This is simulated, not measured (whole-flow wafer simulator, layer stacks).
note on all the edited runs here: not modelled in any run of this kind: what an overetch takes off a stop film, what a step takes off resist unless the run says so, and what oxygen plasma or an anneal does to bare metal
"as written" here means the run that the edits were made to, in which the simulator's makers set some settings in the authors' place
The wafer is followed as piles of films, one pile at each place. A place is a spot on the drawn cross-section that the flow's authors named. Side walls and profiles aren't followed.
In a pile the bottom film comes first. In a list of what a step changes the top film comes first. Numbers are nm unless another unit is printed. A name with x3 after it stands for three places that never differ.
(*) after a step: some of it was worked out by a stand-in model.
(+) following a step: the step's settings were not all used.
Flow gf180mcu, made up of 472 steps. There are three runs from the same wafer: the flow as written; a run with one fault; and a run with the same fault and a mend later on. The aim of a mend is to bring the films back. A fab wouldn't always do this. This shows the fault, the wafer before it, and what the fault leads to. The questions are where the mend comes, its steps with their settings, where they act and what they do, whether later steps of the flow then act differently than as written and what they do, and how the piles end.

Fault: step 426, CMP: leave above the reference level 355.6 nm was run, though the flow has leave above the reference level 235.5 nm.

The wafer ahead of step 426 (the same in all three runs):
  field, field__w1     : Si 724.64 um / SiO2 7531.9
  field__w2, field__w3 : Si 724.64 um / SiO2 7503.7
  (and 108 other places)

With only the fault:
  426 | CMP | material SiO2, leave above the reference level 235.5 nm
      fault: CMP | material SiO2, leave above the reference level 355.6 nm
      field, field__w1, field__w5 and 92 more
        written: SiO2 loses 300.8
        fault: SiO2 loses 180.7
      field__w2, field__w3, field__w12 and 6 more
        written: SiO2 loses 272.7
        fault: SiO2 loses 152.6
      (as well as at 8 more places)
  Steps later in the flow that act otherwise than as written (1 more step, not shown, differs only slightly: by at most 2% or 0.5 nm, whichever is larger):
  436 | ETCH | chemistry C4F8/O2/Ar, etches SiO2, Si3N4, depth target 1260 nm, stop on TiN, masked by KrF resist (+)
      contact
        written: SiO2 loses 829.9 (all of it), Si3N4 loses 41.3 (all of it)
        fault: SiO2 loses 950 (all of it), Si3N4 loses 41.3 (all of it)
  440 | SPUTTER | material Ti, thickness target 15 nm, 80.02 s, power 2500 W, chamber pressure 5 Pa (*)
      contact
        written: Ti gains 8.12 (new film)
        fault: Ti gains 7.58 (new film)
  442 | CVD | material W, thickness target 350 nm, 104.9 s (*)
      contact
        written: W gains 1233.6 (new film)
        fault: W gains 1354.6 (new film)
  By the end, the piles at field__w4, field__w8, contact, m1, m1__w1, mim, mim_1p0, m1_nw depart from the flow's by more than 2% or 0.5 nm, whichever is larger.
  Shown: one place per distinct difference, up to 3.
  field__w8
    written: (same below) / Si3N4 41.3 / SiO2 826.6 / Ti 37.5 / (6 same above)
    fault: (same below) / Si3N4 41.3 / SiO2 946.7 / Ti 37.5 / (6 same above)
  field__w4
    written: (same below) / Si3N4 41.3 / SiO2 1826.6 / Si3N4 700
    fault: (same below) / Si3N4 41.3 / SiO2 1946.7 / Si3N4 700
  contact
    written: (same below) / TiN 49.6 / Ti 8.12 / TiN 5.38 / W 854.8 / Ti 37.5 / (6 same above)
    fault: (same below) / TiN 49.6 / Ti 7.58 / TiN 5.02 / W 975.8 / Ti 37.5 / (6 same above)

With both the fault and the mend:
  After step 426 comes the mend.
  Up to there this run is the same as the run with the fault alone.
  426a | CMP | material SiO2, leave above the reference level 235.5 nm (a further turn of the flow's step 426)
      field, field__w1, field__w2 and 109 more
        SiO2 loses 120.1
  Later steps of the flow that are run all act as written at every place that is followed.
  By the end, the piles equal the flow's at every place that both follow.
